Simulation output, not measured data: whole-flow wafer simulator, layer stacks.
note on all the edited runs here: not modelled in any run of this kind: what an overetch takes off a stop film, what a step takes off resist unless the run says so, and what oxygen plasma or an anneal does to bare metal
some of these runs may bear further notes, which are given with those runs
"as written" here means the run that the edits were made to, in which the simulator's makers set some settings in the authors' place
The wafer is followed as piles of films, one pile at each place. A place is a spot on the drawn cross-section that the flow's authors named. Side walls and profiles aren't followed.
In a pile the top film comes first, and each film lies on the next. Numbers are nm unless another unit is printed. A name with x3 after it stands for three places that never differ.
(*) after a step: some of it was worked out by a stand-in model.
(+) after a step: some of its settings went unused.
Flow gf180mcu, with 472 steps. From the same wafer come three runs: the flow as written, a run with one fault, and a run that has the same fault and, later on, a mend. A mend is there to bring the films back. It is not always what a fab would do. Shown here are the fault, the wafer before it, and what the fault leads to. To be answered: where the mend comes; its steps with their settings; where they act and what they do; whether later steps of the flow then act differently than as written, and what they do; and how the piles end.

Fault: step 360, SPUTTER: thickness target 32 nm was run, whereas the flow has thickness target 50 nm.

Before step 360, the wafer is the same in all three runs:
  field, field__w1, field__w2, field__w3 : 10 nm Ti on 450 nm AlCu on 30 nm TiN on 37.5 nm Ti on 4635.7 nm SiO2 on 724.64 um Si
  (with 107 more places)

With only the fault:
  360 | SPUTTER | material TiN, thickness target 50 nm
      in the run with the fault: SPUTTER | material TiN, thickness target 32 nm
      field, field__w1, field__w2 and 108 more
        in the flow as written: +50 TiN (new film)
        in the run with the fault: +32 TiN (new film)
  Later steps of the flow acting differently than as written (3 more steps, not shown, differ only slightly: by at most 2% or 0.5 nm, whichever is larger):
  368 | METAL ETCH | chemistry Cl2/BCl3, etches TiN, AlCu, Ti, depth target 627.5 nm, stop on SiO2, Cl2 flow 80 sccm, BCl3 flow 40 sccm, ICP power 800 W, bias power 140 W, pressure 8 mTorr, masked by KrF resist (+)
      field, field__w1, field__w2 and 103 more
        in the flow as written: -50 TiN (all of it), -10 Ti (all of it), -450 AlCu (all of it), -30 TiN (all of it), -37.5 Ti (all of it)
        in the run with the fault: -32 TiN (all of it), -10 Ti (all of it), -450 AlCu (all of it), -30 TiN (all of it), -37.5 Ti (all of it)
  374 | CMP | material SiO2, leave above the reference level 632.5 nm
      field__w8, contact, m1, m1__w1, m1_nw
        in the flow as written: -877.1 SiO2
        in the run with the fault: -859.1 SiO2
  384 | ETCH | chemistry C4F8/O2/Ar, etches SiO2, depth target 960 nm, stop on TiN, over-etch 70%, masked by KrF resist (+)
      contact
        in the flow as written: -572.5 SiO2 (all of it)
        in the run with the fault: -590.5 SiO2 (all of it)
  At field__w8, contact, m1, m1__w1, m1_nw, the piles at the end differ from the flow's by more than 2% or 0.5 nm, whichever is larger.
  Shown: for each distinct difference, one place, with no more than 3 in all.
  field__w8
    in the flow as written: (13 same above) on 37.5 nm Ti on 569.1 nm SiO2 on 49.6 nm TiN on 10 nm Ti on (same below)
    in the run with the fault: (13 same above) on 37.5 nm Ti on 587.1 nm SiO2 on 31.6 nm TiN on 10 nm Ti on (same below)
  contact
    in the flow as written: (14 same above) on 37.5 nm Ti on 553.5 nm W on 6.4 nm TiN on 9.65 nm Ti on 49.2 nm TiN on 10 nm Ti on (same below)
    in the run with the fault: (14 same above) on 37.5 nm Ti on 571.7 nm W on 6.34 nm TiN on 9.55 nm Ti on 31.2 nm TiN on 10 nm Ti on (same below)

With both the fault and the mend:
  The mend follows step 367.
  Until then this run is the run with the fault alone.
  367a | STRIP | chemistry O2/N2, power 2160 W, pressure 1700 mTorr (*)
      field__w8, contact, m1, m1__w1, m1_nw
        -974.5 KrF resist (all of it)
  367b | SPUTTER | material TiN, thickness target 18 nm (the flow's step 360, run once more with other settings)
      field, field__w1, field__w2 and 108 more
        +18 TiN
  367c | HMDS | 120 C, 60 s (the flow's step 362, run once more)
      does not change any film at any place that is followed
  367d | COAT | KrF resist, thickness 1000 nm (the flow's step 363, run once more)
      field, field__w1, field__w2 and 108 more
        +1000 KrF resist (new film)
  367e | SOFTBAKE | KrF resist (the flow's step 364, run once more)
      does not change any film at any place that is followed
  367f | EXPOSE | photomask Metal4 (the flow's step 365, run once more)
      does not change any film at any place that is followed
  367g | PEB | KrF resist, 135 C, 90 s (the flow's step 366, run once more)
      field, field__w1, field__w2 and 108 more
        -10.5 KrF resist
  367h | DEVELOP | thickness 1000 nm, 60 s (the flow's step 367, run once more)
      field, field__w1, field__w2 and 103 more
        -989.5 KrF resist (all of it)
      field__w8, contact, m1, m1__w1, m1_nw
        -14.9 KrF resist
  Every later step of the flow that is run acts as written at every place that is followed.
  The piles end the same as the flow's at every place that both follow.
